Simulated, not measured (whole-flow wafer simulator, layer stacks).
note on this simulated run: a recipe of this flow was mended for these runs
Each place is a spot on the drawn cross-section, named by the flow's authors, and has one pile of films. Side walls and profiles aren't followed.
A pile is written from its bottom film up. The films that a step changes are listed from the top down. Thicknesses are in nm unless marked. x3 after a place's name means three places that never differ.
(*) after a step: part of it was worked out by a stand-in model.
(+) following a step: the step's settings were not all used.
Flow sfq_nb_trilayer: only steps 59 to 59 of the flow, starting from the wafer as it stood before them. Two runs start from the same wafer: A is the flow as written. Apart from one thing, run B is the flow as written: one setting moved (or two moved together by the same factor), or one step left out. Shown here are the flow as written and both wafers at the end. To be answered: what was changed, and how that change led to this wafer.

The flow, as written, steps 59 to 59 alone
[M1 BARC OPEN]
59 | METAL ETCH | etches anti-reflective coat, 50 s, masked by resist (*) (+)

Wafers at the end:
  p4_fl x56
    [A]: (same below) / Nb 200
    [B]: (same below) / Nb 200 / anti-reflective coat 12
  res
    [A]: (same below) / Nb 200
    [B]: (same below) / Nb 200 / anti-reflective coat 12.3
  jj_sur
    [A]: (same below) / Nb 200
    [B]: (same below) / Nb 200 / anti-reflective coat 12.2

Cause: step 59, METAL ETCH: 20 s was run, though the flow has 50 s.

How this came from the change, step by step:
  59 | METAL ETCH | etches anti-reflective coat, 50 s, masked by resist (*) (+)
      p4_fl x56, l0r_line_l x3, m0r_space_l x2: A -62 anti-reflective coat (all of it) | B -50 anti-reflective coat
      res, r_end, moat and 7 more: A -62.3 anti-reflective coat (all of it) | B -50 anti-reflective coat
      (also at 35 further places)
